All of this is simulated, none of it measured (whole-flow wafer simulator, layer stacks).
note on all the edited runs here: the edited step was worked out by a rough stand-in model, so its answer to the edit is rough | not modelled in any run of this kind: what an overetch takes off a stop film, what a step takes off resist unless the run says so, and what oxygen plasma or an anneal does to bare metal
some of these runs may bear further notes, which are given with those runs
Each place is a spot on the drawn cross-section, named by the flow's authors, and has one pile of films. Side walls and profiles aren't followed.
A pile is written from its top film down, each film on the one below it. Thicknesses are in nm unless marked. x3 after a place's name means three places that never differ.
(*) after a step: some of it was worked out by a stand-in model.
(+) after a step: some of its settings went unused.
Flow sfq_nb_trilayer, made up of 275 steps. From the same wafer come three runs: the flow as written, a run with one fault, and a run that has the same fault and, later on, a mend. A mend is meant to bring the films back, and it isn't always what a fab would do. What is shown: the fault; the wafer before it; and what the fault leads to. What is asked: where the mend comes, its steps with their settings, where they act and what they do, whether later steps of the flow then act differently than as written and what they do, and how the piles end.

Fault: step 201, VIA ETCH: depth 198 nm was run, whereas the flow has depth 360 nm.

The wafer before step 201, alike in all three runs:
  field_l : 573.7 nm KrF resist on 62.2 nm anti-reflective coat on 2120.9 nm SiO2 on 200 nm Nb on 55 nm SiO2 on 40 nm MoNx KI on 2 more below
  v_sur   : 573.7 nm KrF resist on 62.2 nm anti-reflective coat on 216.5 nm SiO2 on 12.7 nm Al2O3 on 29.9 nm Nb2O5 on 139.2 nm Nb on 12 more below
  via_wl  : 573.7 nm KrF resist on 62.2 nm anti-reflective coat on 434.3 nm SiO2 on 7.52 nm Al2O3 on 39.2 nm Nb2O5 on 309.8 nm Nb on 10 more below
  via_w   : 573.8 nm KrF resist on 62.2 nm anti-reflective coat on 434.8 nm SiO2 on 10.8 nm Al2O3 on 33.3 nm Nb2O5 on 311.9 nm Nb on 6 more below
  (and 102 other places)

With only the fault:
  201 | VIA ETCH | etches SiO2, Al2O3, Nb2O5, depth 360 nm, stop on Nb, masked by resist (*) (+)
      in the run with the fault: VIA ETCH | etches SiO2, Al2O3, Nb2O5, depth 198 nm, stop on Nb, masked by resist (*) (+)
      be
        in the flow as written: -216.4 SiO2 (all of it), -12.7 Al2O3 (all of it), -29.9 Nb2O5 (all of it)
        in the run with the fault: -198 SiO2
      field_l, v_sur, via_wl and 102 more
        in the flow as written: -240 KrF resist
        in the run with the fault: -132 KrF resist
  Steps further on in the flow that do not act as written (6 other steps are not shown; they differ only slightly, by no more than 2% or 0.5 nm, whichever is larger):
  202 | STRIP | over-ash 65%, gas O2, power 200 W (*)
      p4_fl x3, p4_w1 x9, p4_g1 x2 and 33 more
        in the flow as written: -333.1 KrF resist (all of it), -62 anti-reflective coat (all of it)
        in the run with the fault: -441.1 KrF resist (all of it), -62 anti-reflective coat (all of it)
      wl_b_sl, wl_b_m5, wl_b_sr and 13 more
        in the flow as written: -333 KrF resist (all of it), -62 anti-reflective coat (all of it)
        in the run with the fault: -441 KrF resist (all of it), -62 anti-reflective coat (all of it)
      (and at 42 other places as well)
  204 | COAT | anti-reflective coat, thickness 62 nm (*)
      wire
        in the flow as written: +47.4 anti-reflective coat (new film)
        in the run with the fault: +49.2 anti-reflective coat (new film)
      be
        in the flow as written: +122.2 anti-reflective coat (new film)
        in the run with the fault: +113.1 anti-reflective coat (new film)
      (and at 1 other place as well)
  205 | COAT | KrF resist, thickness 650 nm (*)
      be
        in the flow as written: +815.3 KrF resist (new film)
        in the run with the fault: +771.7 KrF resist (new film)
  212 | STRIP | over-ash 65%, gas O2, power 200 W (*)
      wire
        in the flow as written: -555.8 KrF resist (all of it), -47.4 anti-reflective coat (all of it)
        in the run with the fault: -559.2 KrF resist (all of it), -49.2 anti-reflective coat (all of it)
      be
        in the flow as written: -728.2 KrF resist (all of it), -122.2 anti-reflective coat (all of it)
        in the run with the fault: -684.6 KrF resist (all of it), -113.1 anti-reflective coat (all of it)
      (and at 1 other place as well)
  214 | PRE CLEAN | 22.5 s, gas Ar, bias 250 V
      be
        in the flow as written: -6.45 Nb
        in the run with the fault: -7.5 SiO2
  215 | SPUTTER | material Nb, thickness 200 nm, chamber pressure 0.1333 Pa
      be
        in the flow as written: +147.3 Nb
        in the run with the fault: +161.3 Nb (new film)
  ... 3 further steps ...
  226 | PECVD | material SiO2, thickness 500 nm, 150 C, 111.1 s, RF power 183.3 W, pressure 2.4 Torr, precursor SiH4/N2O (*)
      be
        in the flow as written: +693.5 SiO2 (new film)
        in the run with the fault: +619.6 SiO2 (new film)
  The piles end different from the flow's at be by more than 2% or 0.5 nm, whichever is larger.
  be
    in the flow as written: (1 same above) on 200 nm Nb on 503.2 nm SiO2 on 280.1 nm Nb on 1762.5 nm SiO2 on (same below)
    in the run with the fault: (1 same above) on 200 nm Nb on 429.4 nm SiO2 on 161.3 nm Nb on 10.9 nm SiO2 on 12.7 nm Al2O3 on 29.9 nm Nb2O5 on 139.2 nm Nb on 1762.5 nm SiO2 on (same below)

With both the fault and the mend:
  The mend stands after step 201.
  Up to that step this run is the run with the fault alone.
  201a | VIA ETCH | etches SiO2, Al2O3, Nb2O5, depth 162 nm, stop on Nb, masked by resist (*) (+) (a further turn of the flow's step 201, with different settings)
      field_l, v_sur, via_wl and 102 more
        -108 KrF resist
      be
        -18.4 SiO2 (all of it), -12.7 Al2O3 (all of it), -29.9 Nb2O5 (all of it)
  Later steps of the flow that are run all act as written at every place that is followed.
  The piles end the same as the flow's at every place that both follow.
